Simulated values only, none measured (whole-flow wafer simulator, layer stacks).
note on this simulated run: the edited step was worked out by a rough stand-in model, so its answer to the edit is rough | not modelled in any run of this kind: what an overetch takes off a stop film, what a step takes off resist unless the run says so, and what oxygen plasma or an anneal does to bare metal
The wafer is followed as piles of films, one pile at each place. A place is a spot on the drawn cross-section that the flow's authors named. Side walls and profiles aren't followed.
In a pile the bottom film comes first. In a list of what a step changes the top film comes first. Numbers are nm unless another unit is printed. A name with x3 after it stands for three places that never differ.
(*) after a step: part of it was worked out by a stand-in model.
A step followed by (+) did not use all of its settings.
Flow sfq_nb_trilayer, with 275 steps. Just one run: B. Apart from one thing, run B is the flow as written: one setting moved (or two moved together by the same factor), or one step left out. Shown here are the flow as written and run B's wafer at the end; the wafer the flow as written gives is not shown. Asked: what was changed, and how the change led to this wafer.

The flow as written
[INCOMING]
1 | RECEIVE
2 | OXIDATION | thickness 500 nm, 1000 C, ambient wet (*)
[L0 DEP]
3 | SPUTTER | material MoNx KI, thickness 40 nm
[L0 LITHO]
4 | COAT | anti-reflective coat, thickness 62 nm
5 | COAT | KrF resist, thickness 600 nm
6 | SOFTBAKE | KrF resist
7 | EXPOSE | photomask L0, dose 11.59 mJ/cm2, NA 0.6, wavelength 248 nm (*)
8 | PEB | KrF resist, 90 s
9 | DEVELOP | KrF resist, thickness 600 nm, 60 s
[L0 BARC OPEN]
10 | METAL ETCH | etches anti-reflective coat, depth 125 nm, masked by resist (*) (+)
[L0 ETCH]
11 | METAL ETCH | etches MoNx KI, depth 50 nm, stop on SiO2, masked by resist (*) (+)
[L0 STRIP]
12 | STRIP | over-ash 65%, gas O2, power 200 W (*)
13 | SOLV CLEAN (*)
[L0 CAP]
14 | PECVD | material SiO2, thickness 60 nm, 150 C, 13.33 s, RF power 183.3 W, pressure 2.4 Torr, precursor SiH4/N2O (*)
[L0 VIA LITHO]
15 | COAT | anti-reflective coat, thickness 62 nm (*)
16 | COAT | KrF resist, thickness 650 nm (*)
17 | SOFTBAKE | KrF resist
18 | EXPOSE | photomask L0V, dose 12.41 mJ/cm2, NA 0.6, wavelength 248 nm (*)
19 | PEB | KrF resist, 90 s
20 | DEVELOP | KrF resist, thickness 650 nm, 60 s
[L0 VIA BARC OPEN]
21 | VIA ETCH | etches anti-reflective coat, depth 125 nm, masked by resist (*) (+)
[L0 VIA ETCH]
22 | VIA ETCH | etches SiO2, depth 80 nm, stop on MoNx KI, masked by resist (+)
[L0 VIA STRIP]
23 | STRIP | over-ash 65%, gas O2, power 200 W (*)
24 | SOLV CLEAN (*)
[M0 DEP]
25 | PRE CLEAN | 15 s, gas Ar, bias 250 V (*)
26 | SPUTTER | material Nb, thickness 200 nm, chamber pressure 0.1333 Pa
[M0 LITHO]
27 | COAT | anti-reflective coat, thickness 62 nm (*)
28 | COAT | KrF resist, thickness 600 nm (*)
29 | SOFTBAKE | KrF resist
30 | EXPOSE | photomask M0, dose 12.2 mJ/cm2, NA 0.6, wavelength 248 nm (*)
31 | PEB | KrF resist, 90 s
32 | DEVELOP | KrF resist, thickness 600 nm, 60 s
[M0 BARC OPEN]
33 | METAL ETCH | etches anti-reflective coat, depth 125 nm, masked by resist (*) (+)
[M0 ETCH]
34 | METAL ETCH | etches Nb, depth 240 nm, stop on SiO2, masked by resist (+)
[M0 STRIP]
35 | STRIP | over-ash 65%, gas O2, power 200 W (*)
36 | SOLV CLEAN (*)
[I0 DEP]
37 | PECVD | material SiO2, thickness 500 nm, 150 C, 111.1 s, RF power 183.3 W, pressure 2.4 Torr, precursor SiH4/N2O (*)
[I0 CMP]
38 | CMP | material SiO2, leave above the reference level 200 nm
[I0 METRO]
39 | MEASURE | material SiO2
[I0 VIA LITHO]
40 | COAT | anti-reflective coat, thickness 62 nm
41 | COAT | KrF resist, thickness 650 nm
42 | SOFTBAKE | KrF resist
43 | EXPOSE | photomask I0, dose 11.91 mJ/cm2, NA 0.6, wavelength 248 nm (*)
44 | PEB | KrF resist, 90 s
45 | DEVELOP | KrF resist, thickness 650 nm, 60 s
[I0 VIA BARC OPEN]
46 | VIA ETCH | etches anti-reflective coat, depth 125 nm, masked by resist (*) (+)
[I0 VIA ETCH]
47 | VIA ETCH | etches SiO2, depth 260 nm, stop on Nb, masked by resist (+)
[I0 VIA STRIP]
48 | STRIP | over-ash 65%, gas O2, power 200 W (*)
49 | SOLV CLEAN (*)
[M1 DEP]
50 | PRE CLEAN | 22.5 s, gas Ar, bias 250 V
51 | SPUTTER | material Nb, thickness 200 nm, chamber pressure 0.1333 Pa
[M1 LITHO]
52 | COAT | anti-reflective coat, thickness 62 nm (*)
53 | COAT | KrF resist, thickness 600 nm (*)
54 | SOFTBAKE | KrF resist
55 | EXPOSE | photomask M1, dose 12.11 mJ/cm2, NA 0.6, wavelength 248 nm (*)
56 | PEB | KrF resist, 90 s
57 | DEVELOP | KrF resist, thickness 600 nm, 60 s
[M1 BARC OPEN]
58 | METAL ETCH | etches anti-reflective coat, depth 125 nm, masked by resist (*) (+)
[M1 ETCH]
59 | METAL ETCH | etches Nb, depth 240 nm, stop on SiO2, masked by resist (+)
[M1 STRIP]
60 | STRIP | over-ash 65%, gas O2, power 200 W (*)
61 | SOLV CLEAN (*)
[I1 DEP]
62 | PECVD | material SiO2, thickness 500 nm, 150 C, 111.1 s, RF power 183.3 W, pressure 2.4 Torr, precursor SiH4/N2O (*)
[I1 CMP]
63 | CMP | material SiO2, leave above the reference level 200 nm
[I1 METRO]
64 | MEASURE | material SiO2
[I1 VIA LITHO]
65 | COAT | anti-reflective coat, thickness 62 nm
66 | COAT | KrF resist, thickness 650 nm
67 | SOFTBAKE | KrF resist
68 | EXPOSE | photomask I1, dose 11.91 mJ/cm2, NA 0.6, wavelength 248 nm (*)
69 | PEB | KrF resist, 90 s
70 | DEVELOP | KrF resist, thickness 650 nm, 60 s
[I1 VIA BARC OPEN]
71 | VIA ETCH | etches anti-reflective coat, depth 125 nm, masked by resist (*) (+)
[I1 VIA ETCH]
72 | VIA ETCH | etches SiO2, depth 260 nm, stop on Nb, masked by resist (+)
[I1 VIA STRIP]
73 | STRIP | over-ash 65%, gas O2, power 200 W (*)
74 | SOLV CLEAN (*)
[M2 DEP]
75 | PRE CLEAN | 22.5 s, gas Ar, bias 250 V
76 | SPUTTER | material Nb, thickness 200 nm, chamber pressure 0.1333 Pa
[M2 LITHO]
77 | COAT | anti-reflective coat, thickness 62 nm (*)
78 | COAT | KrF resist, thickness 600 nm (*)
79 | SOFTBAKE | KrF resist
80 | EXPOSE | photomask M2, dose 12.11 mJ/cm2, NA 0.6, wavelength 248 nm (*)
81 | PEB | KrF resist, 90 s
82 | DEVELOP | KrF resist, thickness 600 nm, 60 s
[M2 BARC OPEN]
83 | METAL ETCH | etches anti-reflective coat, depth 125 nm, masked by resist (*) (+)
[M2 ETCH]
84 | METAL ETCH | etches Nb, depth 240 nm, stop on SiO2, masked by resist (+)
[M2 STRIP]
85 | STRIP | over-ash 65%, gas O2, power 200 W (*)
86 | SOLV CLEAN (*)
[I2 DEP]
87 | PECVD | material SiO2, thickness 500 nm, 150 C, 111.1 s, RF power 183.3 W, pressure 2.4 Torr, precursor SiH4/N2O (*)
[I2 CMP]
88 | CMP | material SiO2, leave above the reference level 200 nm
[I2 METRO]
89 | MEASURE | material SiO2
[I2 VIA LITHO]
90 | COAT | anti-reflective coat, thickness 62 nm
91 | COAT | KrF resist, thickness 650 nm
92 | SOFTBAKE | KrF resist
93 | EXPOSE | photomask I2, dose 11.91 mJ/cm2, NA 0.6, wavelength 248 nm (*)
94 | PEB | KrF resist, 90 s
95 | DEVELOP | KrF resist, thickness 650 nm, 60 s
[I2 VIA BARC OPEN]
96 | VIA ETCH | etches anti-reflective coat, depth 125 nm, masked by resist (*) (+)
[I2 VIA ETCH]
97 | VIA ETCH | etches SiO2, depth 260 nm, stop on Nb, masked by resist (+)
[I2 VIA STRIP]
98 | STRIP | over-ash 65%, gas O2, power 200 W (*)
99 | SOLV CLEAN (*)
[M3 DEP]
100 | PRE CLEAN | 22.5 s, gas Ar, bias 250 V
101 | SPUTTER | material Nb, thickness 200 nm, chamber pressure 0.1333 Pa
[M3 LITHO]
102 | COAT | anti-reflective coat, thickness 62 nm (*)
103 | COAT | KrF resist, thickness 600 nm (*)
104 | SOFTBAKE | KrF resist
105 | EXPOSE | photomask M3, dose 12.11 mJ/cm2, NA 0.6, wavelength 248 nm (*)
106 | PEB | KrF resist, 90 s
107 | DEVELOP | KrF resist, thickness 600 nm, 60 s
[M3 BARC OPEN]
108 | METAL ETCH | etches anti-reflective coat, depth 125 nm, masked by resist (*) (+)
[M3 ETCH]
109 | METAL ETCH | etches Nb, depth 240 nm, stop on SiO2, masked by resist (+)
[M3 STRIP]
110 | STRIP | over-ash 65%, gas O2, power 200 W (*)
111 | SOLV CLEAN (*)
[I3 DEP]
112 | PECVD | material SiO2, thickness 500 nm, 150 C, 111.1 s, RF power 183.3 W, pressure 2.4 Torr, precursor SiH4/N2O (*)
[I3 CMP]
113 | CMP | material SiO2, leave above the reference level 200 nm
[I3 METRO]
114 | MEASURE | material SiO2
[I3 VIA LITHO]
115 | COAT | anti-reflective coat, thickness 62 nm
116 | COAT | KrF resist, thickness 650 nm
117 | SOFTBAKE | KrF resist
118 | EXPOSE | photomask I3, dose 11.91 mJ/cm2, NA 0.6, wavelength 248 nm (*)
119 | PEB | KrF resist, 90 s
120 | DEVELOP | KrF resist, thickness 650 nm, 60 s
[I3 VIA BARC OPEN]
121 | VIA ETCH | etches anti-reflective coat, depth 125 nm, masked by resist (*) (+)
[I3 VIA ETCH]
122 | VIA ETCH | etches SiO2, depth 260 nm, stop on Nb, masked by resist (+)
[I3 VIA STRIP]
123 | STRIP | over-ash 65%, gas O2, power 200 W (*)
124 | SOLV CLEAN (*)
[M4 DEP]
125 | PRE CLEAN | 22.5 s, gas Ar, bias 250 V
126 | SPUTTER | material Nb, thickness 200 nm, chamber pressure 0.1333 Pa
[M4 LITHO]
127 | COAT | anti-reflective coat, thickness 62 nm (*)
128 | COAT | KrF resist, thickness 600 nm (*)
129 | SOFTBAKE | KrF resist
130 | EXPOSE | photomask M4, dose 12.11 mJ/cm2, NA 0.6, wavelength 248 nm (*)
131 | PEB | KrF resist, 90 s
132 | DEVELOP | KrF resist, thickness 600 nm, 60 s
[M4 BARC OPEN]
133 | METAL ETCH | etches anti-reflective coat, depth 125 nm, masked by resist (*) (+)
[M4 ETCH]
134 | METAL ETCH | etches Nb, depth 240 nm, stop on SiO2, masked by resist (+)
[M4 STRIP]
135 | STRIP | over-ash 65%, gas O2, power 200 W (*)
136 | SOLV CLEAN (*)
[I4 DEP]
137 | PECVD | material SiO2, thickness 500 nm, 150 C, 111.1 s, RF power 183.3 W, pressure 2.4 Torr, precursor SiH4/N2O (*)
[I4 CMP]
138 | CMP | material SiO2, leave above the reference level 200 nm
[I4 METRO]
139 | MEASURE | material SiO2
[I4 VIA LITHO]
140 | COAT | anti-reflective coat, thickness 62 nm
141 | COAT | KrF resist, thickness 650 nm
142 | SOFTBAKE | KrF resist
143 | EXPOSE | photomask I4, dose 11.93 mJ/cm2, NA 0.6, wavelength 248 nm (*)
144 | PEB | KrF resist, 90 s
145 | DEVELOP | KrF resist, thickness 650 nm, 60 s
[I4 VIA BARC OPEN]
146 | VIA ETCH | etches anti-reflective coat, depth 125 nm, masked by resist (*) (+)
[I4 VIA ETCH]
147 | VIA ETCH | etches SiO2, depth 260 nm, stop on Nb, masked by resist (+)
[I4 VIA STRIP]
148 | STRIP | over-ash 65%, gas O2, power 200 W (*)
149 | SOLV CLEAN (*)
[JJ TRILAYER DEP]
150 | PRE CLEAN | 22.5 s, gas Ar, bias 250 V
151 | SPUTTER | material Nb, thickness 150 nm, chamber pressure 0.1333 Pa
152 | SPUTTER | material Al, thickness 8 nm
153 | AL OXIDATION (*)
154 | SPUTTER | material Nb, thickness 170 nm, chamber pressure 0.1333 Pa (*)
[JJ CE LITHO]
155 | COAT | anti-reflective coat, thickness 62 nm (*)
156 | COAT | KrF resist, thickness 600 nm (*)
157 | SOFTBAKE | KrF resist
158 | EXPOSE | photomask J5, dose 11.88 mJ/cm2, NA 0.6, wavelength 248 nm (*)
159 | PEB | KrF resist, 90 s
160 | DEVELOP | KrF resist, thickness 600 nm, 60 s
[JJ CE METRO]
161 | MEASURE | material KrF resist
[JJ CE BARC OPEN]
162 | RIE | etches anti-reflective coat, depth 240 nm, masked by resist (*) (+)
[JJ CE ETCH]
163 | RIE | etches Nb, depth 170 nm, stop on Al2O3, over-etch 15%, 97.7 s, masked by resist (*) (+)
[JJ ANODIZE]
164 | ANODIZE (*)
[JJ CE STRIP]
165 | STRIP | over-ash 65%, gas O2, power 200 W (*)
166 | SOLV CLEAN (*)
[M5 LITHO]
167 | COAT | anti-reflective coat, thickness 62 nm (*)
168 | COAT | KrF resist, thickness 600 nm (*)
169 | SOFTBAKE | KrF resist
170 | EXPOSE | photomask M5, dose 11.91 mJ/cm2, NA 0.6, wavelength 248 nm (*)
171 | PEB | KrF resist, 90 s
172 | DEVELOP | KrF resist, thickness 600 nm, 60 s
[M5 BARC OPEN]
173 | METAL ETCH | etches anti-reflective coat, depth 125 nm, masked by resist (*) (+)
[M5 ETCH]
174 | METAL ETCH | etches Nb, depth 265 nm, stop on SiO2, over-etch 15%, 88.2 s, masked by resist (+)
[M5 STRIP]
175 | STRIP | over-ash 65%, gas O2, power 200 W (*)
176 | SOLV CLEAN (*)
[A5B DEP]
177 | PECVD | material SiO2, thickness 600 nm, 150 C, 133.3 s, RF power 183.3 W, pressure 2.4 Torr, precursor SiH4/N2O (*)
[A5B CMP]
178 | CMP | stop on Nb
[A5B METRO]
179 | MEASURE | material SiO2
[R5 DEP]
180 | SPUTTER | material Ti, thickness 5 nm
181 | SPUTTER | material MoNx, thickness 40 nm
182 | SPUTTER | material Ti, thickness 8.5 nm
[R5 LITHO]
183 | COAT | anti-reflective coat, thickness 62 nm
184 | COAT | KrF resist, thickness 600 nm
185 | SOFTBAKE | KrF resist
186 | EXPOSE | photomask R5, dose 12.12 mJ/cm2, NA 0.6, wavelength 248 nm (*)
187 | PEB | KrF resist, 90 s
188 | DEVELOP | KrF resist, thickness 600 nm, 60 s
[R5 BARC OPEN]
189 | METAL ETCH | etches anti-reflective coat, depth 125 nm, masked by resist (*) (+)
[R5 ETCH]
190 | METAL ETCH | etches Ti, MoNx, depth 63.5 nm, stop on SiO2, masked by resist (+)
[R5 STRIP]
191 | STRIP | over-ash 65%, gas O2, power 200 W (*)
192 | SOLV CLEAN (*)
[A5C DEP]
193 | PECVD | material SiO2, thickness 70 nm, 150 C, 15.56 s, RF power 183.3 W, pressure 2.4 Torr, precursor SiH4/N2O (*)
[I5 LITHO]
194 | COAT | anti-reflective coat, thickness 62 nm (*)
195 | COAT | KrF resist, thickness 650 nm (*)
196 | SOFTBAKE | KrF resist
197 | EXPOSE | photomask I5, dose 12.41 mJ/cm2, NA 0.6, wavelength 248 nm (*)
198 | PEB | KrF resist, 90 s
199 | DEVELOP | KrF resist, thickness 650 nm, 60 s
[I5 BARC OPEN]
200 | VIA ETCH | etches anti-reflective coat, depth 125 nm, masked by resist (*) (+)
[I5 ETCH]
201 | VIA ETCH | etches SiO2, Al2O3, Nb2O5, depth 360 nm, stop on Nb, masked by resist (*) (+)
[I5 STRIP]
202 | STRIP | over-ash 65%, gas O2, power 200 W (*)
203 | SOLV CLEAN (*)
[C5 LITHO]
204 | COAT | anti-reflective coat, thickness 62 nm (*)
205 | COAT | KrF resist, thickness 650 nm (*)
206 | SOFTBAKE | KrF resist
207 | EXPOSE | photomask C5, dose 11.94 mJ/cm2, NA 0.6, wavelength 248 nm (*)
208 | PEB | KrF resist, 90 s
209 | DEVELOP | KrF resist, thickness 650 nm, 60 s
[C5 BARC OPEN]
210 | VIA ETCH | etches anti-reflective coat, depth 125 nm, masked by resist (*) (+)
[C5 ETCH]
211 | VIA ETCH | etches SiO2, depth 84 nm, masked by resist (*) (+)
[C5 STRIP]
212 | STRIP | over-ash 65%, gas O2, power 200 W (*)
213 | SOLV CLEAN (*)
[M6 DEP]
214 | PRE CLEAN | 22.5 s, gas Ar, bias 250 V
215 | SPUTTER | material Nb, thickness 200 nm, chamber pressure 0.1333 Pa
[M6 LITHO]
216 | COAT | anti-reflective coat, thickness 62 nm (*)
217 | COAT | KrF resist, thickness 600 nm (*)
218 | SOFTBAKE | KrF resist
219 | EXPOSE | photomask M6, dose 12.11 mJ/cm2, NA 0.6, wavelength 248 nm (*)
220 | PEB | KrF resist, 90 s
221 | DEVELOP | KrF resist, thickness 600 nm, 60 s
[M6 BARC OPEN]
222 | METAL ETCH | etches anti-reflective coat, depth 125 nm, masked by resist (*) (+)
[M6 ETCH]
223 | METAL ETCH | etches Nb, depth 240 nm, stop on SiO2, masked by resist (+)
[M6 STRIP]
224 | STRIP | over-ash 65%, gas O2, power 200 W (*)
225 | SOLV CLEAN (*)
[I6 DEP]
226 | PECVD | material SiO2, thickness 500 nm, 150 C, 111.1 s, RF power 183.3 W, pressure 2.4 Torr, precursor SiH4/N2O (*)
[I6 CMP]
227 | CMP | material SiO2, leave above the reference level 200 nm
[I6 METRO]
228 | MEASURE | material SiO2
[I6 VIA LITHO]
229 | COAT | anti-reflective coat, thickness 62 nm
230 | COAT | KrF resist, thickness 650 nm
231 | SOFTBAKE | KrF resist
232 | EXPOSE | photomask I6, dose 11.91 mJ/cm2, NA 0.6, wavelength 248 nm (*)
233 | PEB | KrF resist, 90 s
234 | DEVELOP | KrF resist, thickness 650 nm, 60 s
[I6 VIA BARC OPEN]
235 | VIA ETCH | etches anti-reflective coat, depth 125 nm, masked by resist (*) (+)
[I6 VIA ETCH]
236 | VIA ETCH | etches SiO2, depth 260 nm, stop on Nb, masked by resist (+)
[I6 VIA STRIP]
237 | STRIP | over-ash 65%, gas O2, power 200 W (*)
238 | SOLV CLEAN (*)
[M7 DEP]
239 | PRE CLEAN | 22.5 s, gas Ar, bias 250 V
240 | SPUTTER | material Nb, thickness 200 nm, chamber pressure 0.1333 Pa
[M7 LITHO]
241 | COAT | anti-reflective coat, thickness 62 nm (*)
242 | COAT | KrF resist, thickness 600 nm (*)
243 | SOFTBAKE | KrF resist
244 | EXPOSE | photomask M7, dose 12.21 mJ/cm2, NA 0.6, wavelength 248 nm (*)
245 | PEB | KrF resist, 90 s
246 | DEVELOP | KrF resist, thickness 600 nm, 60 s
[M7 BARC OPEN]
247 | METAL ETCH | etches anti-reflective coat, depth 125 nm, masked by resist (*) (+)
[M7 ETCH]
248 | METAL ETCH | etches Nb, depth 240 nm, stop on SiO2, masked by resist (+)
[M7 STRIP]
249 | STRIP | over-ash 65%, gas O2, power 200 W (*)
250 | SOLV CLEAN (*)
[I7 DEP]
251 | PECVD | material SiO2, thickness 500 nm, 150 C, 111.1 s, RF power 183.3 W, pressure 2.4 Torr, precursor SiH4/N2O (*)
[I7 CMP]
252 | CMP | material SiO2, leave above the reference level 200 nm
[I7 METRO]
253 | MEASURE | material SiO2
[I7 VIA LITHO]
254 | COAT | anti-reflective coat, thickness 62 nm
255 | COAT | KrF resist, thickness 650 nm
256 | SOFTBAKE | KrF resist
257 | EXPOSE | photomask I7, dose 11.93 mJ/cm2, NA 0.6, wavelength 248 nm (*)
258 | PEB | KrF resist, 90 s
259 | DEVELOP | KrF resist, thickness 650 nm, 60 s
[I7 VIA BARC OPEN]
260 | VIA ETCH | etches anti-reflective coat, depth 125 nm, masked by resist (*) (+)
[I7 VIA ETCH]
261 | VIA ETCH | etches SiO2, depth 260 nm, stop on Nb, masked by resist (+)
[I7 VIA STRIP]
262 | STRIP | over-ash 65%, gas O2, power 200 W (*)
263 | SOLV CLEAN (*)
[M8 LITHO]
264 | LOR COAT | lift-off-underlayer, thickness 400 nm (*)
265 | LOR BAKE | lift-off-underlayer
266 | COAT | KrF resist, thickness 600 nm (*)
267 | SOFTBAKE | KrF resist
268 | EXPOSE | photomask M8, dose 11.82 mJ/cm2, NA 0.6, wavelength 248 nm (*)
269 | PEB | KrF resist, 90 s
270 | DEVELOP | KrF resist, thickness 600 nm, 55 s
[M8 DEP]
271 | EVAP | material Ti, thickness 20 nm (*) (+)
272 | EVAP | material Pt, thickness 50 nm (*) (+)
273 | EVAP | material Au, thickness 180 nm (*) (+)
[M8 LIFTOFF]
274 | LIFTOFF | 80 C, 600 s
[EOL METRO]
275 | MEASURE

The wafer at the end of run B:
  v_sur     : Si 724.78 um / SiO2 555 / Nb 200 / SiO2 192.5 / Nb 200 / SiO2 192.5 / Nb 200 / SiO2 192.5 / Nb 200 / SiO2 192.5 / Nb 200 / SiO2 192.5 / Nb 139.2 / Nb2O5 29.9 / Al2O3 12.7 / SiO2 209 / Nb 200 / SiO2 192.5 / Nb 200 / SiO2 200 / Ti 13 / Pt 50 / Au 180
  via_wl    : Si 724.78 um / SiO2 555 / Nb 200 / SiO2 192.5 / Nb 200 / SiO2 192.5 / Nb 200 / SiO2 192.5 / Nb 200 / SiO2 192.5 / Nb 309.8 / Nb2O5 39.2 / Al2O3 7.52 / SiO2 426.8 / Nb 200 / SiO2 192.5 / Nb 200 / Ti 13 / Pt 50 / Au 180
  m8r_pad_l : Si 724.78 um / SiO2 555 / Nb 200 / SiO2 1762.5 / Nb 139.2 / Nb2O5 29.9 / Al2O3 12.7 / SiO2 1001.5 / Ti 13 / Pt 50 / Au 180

What caused this: step 271, EVAP: thickness 13 nm was run, while the flow as written has thickness 20 nm.
One can read it off the wafer: v_sur has Ti 13, and step 271 as written asks for 20 nm.

The path from the change to this, step by step:
  271 | EVAP | material Ti, thickness 20 nm (*) (+)
      field_l, v_sur, via_wl and 103 more: Ti gains 13 (new film) (it would be, as written: Ti gains 20 (new film))
  274 | LIFTOFF | 80 C, 600 s
      p4_fl, p4_fm, p4_w1 and 71 more: Au loses 180 (all of it), Pt loses 50 (all of it), Ti loses 13 (all of it), KrF resist loses 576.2 (all of it), lift-off-underlayer loses 400 (all of it) (it would be, as written: Au loses 180 (all of it), Pt loses 50 (all of it), Ti loses 20 (all of it), KrF resist loses 576.2 (all of it), lift-off-underlayer loses 400 (all of it))
      c5j, ce_r: Au loses 180 (all of it), Pt loses 50 (all of it), Ti loses 13 (all of it), KrF resist loses 573.3 (all of it), lift-off-underlayer loses 399.3 (all of it) (it would be, as written: Au loses 180 (all of it), Pt loses 50 (all of it), Ti loses 20 (all of it), KrF resist loses 573.3 (all of it), lift-off-underlayer loses 399.3 (all of it))
      (as well as at 19 more places)
